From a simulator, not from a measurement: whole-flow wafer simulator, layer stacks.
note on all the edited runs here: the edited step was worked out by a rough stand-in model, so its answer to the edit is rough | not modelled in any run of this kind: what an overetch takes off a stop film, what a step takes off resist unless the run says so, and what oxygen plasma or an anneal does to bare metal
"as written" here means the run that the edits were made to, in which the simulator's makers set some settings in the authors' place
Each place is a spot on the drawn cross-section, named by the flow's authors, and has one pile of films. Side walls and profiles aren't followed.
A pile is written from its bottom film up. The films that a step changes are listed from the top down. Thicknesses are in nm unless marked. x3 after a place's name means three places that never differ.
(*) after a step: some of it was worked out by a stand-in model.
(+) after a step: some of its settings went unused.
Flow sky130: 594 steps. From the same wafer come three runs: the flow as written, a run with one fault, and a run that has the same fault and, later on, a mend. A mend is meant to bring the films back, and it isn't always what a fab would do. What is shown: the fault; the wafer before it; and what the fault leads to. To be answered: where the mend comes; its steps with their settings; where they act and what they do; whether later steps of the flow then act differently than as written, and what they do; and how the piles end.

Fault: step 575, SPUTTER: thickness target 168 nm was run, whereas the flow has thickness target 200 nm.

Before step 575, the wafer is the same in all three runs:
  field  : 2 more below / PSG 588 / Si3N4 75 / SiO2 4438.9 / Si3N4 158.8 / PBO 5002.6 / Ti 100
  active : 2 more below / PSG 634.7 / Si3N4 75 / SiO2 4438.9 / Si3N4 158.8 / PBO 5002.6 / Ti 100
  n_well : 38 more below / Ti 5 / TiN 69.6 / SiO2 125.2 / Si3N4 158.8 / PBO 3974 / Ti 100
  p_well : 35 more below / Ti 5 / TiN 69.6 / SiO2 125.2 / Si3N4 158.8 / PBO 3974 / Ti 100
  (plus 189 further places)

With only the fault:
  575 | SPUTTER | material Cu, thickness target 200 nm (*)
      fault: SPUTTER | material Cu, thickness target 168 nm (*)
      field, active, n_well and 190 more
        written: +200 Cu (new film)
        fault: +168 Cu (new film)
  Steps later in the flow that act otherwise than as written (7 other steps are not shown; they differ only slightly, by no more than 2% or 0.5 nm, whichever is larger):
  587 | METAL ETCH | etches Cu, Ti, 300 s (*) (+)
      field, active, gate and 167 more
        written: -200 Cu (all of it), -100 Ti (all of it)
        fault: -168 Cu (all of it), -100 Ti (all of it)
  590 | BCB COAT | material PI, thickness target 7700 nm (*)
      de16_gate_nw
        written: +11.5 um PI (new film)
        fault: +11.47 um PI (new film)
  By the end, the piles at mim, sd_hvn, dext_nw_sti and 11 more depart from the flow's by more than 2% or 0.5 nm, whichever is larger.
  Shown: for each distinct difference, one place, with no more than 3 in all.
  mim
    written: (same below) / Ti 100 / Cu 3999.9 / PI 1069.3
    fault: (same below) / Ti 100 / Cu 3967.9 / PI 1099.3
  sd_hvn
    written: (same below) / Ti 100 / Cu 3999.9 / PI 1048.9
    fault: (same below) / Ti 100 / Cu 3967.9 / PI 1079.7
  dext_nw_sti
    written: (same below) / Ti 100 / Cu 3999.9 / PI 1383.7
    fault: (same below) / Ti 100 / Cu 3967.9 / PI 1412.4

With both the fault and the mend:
  The mend stands after step 582.
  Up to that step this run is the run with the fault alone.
  582a | STRIP | chemistry NMP, 80 C, 900 s
      wcut_nhv, wcut_phv, wcut_fox_pw and 23 more
        -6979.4 i-line resist (all of it)
      gate_len, gate_lvt_sd_len, gate_p_sd_len, gate_p_hvt_sd_len, gate_p_lvt_sd_len, gate_len_250
        -6982 i-line resist (all of it)
      mim_edge_plate_strap, mim_edge_plate, mim_edge_gap, mim_edge_gap_sheet, vpp_l1ln
        -6980.8 i-line resist (all of it)
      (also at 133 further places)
  582b | SPUTTER | material Cu, thickness target 32 nm (*) (the flow's step 575, run once more with other settings)
      field, active, n_well and 190 more
        +32 Cu
  582c | HMDS | 120 C, 60 s (the flow's step 577, run once more)
      alters no film at any place that is followed
  582d | COAT | i-line resist, thickness 7000 nm (*) (the flow's step 578, run once more)
      dice_street, wcut_nhv, wcut_phv and 18 more
        +7000 i-line resist (new film)
      poly_ln, iso_pw_fox, gate_lvt_sd, active_lvt, spacer_lvt, sonos_sd, sonos_cell_x, sonos_guard_x
        +7003.2 i-line resist (new film)
      vpp_iso2, mim_edge_plate_strap, mim_edge_plate, mim_edge_gap, mim_edge_gap_sheet, gate_hv_nvt, de16_nw_sti
        +7001.4 i-line resist (new film)
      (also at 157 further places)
  582e | SOFTBAKE | i-line resist, 110 C, 180 s (the flow's step 579, run once more)
      de16_gate_pw, de16_pw_fp, de16_pw_sti, de16_psrc_nw
        -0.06 i-line resist
      field, active_lvt
        +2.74 i-line resist
      mim, vcap_hvt
        -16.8 i-line resist
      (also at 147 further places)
  582f | EXPOSE | photomask CU1M (the flow's step 580, run once more)
      alters no film at any place that is followed
  582g | PEB | i-line resist, 90 C, 60 s (the flow's step 581, run once more)
      field, active, n_well and 134 more
        -0.07 i-line resist
      pad
        -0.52 i-line resist
  582h | DEVELOP | thickness 7000 nm (*) (the flow's step 582, run once more)
      field, active, gate and 167 more
        -20.6 i-line resist
      n_well, p_well, sd_n, sd_p
        -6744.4 i-line resist (all of it)
      dep_nw_sti, dep_ntap_nw, de16_nw_sti
        -7000.7 i-line resist (all of it)
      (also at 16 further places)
  Later steps of the flow that are run all act as written at every place that is followed.
  At every place that both follow, the piles at the end match the flow's.
